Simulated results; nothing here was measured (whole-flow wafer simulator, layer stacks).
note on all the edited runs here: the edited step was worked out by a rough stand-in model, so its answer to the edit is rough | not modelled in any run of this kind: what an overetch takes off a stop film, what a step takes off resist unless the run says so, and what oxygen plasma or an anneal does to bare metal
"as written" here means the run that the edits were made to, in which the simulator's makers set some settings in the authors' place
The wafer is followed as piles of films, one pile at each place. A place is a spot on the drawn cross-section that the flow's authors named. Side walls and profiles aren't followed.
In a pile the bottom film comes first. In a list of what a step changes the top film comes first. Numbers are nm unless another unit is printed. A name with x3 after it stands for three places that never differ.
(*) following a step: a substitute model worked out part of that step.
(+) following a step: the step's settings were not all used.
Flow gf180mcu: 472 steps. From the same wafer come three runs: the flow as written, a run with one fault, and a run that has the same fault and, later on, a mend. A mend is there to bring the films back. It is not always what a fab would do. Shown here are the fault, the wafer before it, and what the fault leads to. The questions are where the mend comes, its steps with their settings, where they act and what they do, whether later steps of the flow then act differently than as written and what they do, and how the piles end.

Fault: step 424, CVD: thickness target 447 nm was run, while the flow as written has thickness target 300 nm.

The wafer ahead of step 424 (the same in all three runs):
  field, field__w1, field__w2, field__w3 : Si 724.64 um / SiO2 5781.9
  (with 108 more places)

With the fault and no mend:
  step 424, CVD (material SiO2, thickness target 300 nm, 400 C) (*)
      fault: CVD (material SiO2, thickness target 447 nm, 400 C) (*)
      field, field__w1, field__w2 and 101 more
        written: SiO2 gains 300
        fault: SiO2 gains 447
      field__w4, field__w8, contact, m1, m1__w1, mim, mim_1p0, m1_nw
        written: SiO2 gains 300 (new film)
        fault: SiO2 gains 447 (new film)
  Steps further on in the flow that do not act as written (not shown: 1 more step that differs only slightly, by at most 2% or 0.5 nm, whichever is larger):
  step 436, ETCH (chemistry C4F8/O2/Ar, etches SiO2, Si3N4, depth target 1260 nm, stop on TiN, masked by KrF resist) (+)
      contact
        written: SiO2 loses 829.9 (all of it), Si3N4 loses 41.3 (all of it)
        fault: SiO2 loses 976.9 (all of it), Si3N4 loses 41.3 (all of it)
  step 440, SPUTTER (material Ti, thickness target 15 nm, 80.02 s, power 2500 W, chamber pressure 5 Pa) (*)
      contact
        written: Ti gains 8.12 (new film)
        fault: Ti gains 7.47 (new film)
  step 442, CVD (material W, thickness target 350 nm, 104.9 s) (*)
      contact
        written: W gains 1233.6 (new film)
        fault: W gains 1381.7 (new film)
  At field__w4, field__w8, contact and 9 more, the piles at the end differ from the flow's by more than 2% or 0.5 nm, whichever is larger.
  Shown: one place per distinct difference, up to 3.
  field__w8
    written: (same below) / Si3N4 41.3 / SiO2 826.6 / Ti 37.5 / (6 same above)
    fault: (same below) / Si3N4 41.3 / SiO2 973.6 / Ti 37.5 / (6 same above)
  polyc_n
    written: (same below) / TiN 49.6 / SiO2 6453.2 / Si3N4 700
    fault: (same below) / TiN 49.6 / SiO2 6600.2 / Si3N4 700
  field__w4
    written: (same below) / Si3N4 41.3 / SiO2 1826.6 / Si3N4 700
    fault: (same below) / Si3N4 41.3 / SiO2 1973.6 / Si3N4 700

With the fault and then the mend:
  After step 424 comes the mend.
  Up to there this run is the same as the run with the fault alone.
  step 424a, WET ETCH (chemistry dHF, depth target 147 nm, 25 C, dilution 100:1) (the flow's step 17, run once more with other settings)
      field, field__w1, field__w2 and 109 more
        SiO2 loses 147
  Every later step of the flow that is run acts as written at every place that is followed.
  At every place that both follow, the piles at the end match the flow's.
